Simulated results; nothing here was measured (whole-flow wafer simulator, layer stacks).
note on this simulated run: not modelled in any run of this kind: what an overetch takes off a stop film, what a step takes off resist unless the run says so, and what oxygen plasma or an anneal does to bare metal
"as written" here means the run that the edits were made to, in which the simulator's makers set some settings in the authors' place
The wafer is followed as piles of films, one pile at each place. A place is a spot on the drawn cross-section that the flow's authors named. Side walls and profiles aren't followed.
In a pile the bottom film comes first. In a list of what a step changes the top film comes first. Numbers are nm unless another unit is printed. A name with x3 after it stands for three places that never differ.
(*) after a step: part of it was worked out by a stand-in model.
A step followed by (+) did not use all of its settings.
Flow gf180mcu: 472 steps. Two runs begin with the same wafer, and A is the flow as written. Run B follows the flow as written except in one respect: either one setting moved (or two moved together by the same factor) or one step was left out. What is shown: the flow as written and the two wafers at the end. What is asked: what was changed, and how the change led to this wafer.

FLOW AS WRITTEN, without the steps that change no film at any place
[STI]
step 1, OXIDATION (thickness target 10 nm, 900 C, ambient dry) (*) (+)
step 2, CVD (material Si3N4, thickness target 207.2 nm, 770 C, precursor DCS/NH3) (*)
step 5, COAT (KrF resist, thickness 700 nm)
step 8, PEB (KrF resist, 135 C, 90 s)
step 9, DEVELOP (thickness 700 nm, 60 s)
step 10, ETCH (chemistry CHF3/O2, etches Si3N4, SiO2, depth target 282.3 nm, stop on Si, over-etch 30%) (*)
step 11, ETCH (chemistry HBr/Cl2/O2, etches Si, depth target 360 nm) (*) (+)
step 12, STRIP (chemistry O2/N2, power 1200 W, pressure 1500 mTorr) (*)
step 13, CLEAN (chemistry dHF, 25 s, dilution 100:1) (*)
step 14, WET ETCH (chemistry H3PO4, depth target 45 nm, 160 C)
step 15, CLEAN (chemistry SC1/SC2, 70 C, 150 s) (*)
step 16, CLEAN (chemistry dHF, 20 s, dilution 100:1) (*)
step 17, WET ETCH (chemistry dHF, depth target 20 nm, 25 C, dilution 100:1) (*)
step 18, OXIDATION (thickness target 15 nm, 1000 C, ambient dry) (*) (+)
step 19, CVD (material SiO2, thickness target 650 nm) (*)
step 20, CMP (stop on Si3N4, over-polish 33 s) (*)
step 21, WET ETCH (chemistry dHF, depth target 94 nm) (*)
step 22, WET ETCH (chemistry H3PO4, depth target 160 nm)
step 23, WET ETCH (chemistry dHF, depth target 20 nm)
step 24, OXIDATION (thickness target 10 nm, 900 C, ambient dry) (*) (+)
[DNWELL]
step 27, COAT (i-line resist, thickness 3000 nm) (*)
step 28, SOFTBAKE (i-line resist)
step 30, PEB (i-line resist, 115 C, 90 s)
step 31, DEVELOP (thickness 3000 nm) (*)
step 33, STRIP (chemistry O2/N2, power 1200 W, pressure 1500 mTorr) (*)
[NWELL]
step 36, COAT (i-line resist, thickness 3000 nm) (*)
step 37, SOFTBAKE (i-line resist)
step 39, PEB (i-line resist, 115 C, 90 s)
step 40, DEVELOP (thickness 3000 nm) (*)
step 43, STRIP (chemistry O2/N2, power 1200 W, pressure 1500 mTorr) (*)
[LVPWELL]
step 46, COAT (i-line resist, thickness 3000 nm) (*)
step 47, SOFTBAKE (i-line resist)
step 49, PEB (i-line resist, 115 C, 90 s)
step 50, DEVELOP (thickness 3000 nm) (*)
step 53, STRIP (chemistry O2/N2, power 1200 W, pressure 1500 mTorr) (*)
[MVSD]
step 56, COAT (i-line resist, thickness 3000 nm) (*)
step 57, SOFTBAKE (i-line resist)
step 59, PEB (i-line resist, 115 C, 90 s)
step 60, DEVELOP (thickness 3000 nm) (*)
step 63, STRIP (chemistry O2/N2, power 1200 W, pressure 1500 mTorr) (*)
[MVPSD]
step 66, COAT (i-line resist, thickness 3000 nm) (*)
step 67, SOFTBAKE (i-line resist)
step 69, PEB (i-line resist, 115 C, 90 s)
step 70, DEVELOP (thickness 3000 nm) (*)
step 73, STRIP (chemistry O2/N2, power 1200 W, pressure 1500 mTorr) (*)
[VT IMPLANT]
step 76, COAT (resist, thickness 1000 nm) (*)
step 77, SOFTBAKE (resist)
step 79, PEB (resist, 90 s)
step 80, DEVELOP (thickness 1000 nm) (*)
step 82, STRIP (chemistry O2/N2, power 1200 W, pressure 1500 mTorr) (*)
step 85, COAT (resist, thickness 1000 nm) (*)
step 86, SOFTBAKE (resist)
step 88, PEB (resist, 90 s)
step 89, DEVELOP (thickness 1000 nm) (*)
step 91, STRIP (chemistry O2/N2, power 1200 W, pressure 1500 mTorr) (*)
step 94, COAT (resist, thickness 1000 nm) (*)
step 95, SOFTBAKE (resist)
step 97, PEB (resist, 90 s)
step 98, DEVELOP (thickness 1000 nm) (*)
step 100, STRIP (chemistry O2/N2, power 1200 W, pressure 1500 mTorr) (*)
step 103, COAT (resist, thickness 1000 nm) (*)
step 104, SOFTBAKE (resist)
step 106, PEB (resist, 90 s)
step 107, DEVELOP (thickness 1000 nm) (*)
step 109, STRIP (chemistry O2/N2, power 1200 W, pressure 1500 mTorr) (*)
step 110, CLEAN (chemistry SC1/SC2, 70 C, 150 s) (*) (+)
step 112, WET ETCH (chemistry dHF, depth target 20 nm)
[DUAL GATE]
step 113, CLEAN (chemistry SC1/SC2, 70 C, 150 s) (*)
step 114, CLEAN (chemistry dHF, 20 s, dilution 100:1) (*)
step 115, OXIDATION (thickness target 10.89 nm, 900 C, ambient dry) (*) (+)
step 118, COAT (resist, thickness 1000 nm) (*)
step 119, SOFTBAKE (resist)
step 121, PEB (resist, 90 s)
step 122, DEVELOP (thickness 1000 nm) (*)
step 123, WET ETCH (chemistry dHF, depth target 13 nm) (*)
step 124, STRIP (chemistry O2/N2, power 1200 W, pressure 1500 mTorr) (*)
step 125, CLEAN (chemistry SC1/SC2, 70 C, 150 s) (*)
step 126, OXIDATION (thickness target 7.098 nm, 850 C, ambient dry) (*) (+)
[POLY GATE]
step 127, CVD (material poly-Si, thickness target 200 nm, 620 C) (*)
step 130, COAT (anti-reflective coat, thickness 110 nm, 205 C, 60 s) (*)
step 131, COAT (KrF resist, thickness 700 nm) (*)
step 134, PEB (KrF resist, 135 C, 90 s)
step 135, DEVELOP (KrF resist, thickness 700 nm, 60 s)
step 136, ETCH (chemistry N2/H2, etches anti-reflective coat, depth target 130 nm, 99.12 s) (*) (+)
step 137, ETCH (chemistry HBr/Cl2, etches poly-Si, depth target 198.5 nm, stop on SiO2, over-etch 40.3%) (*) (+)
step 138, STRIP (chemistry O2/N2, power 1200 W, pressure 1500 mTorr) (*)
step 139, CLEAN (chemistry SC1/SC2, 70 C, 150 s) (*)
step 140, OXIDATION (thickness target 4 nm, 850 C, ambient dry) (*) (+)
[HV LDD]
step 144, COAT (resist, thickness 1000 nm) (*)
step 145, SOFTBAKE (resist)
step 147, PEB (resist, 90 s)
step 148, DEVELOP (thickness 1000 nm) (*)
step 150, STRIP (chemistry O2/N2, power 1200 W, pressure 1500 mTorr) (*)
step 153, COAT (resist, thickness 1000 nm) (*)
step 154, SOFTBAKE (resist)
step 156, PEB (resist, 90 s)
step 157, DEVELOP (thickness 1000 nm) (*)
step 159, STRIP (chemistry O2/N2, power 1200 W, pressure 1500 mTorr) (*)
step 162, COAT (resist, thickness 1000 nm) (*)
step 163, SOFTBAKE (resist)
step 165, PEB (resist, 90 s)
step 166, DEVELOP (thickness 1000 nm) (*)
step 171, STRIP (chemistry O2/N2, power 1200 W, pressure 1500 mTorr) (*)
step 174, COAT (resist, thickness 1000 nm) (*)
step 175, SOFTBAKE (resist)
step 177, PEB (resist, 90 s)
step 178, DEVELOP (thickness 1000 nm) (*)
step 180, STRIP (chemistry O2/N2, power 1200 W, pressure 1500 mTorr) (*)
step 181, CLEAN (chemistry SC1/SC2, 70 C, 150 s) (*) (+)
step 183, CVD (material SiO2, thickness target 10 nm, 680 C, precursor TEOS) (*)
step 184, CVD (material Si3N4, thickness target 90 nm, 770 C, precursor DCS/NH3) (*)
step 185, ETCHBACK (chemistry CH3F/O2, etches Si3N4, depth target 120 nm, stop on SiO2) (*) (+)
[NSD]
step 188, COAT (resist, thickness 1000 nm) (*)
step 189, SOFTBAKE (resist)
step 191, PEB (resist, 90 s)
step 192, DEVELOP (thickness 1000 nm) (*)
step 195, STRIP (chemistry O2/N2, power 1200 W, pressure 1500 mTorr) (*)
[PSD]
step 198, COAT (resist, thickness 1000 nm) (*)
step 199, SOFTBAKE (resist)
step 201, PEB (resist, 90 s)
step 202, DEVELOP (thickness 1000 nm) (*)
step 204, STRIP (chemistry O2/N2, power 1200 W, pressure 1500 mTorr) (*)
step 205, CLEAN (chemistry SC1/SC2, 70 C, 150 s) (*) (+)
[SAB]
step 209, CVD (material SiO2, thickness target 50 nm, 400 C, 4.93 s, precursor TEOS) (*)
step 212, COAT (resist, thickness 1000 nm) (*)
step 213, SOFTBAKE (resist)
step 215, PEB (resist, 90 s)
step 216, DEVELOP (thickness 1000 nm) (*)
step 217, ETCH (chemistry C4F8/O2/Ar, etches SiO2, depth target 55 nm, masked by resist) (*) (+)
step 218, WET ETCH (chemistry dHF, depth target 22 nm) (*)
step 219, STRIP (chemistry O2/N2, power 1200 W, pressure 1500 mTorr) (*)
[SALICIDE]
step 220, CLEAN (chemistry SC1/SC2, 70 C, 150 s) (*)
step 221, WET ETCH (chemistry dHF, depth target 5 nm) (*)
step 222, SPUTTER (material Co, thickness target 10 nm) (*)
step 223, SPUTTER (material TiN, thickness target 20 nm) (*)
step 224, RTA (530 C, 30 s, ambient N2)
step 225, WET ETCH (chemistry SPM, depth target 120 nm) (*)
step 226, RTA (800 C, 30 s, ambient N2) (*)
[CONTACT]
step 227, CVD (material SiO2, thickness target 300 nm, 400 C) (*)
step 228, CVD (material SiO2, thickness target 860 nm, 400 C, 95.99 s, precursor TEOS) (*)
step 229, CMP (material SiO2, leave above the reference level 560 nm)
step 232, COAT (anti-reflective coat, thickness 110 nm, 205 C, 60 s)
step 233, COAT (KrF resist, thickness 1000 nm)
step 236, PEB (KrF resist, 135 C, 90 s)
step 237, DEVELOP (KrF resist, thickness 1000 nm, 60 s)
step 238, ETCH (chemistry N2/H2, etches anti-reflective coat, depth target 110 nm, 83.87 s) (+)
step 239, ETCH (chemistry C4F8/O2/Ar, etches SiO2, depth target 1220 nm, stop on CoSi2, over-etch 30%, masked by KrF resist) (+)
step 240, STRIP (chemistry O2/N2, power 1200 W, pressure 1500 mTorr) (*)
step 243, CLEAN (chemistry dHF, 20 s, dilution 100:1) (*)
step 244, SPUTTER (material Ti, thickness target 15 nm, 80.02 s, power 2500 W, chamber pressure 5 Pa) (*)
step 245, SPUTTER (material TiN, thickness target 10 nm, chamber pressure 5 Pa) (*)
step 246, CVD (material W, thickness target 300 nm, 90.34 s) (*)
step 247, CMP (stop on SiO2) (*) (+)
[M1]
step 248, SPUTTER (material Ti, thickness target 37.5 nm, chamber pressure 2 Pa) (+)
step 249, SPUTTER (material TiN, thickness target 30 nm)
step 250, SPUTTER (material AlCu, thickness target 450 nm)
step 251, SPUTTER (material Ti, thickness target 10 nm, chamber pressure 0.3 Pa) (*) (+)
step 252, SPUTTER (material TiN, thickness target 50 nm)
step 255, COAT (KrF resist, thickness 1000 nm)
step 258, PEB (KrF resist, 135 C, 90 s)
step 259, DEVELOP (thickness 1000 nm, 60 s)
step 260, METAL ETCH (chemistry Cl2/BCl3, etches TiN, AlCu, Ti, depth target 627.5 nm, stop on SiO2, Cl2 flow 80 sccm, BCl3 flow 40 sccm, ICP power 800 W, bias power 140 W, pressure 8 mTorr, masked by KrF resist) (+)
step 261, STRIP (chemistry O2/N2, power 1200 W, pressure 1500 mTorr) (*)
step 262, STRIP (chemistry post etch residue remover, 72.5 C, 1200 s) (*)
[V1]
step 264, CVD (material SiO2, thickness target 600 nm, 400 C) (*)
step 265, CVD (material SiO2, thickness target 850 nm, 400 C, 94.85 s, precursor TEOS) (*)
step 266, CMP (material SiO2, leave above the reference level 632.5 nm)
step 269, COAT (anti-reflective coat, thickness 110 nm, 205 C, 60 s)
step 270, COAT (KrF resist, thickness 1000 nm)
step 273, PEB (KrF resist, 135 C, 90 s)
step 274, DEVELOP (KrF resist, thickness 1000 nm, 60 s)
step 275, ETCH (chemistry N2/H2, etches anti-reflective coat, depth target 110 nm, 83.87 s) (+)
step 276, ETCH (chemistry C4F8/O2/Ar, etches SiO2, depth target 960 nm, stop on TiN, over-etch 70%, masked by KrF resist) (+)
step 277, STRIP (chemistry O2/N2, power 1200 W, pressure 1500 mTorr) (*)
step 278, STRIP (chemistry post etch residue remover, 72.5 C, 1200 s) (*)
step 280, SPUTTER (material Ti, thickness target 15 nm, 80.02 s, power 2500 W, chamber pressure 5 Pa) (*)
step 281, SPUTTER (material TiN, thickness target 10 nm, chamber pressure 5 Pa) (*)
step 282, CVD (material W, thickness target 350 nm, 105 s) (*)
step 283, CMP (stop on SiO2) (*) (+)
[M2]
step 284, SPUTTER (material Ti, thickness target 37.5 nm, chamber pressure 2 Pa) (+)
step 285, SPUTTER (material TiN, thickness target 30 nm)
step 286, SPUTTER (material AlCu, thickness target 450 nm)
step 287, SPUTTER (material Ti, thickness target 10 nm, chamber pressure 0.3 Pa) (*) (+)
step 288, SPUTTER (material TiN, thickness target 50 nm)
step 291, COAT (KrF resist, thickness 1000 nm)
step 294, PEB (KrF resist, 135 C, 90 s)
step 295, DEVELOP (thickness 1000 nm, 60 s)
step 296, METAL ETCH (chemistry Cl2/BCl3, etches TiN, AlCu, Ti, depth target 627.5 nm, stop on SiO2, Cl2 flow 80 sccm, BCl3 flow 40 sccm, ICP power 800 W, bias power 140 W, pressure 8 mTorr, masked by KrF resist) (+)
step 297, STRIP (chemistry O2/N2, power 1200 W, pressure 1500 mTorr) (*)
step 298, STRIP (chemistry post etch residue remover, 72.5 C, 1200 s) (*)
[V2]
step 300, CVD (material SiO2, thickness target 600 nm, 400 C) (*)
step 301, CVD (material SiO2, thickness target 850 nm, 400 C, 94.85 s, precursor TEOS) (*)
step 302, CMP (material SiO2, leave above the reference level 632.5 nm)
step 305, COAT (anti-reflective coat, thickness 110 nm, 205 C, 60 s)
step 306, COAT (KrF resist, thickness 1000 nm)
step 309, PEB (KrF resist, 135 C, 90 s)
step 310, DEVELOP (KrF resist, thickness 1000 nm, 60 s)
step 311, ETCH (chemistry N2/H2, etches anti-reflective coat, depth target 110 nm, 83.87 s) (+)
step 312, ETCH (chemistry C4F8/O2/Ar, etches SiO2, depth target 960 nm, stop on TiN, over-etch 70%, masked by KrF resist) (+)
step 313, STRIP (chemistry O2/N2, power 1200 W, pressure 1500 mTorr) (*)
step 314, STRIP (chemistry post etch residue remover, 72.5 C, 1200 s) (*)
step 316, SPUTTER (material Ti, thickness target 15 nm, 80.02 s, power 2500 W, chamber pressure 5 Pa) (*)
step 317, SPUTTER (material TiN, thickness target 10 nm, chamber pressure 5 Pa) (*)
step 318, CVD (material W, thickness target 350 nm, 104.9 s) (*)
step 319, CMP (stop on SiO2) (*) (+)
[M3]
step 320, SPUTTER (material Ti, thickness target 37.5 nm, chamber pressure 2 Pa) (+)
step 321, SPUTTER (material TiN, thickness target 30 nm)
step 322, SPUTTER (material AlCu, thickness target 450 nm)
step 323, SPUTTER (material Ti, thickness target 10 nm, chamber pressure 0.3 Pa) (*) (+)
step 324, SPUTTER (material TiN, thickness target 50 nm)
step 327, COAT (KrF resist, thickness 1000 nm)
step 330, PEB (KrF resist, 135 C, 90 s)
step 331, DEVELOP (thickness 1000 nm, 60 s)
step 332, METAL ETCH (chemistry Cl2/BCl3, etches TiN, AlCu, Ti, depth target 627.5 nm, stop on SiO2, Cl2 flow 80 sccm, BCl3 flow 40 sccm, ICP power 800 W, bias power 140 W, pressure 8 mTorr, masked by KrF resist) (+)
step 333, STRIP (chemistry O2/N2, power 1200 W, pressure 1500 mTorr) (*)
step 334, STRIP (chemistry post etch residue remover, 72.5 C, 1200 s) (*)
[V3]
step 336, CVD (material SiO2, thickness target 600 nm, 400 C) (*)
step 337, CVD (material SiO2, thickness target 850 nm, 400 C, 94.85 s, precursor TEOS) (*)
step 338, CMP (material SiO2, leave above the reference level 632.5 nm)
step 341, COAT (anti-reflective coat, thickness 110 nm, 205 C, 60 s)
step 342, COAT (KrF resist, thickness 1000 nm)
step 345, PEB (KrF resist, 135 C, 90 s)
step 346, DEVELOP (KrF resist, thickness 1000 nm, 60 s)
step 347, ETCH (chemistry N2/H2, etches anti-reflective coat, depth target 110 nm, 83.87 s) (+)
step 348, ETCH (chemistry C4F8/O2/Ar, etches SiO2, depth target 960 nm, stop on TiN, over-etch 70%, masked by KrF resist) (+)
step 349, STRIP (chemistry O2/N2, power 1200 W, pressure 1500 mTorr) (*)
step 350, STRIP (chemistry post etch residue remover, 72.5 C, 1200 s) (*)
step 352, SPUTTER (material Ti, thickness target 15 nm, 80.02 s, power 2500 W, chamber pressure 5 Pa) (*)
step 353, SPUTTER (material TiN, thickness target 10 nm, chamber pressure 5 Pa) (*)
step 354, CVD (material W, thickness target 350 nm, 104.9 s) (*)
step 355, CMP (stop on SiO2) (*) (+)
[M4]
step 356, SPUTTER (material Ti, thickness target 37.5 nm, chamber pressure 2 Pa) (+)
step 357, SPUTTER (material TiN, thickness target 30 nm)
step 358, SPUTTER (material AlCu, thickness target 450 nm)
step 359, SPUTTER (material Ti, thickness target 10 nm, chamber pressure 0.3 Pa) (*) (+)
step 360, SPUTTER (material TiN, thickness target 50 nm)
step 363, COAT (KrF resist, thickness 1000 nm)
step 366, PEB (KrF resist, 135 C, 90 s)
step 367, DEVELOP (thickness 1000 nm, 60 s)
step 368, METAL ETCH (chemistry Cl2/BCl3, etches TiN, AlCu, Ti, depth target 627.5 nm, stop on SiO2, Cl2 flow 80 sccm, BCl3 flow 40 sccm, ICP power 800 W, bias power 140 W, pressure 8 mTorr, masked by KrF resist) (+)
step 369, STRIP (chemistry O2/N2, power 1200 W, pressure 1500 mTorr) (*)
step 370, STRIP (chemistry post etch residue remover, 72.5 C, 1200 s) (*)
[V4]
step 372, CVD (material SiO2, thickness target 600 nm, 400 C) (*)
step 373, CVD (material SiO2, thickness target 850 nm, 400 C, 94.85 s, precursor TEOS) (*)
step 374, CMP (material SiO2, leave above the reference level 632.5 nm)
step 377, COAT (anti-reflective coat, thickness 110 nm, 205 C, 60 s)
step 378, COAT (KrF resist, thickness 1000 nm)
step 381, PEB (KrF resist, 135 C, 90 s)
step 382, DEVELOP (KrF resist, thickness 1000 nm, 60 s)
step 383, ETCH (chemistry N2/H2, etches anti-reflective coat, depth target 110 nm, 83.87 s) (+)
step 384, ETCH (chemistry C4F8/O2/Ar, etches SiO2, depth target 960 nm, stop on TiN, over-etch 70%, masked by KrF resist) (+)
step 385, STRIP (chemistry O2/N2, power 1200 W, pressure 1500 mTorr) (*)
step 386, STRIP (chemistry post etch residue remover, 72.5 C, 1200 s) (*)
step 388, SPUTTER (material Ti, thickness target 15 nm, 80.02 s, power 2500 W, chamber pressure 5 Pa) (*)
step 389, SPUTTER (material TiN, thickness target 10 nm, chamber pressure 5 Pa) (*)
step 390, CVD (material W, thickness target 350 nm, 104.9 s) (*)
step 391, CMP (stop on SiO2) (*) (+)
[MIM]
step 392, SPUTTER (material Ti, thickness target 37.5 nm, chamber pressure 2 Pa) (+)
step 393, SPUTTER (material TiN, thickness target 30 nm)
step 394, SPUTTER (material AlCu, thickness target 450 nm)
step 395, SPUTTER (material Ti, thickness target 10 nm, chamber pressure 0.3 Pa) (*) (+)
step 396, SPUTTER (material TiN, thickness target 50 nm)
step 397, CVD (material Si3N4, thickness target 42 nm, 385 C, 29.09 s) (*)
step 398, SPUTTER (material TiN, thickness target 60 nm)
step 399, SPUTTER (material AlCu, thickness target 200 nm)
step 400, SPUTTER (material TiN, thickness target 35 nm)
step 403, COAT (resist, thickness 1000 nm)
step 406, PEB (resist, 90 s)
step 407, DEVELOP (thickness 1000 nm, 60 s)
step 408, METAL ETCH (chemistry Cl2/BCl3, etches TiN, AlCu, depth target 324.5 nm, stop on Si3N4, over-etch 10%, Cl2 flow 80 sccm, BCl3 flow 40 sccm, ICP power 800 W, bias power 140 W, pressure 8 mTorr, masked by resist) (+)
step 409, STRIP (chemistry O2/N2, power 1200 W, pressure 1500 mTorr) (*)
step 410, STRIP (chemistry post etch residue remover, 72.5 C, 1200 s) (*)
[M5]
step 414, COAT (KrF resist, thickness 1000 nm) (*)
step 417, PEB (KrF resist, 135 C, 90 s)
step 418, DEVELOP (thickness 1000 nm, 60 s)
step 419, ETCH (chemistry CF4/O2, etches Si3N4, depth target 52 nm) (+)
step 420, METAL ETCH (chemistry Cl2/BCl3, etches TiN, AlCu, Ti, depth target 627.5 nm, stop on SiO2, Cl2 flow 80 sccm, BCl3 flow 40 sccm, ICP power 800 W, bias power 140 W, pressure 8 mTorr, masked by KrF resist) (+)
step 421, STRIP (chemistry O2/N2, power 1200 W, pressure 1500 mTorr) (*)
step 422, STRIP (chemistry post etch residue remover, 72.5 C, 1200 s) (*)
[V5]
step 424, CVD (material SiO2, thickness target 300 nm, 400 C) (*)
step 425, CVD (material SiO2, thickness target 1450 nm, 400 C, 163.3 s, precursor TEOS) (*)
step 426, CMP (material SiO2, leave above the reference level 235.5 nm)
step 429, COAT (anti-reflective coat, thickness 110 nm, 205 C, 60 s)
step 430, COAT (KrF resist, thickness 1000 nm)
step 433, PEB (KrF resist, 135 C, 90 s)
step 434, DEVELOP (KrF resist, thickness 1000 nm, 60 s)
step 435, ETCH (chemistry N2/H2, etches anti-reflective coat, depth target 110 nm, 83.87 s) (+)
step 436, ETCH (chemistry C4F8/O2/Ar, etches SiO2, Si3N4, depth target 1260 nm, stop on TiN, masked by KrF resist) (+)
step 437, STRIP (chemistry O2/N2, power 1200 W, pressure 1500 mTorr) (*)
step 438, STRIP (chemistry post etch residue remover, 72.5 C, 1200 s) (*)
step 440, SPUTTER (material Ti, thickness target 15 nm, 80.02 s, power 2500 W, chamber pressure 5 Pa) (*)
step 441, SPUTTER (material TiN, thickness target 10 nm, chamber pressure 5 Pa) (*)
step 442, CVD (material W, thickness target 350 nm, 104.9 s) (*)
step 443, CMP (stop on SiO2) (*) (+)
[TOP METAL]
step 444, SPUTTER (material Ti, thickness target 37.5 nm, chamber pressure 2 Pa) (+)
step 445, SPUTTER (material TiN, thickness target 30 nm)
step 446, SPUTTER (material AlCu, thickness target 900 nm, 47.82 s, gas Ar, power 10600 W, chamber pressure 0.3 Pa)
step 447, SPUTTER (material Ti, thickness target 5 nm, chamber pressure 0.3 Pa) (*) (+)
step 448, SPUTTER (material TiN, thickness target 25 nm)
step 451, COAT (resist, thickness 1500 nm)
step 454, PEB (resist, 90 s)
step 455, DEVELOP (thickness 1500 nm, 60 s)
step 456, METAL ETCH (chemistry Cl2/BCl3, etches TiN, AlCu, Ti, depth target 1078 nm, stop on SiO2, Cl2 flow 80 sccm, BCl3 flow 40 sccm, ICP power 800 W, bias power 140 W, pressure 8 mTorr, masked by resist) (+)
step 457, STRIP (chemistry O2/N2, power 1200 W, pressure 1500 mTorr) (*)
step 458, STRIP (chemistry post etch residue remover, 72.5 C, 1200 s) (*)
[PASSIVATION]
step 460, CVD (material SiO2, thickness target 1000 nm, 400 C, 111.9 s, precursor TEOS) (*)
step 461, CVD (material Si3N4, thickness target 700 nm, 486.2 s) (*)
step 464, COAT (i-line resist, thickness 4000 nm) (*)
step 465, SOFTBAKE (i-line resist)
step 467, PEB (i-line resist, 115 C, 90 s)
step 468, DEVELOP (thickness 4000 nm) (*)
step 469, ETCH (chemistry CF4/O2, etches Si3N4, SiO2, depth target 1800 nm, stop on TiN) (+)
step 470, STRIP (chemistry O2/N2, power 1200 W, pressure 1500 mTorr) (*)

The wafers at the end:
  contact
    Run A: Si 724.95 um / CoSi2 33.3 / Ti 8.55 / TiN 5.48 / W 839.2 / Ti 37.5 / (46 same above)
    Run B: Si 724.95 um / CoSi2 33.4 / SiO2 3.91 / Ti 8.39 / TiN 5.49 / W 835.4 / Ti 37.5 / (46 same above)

Cause: step 239, ETCH: depth target 854 nm was run, while the flow as written has depth target 1220 nm.

How this came from the change, step by step:
  step 239, ETCH (chemistry C4F8/O2/Ar, etches SiO2, depth target 1220 nm, stop on CoSi2, over-etch 30%, masked by KrF resist) (+)
      contact: A -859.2 SiO2 (all of it) | B -854 SiO2
      field, field__w1, field__w2 and 105 more: A -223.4 KrF resist | B -170.8 KrF resist
  step 240, STRIP (chemistry O2/N2, power 1200 W, pressure 1500 mTorr) (*)
      field, field__w1, field__w2 and 105 more: A -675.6 KrF resist (all of it), -110 anti-reflective coat (all of it) | B -728.1 KrF resist (all of it), -110 anti-reflective coat (all of it)
  step 243, CLEAN (chemistry dHF, 20 s, dilution 100:1) (*)
      contact: A -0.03 CoSi2 | B -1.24 SiO2
With metal films that touch counted as one body, contact has 2 bodies (between them, from the top down: SiO2 3.91); the flow as written gives 1 body.
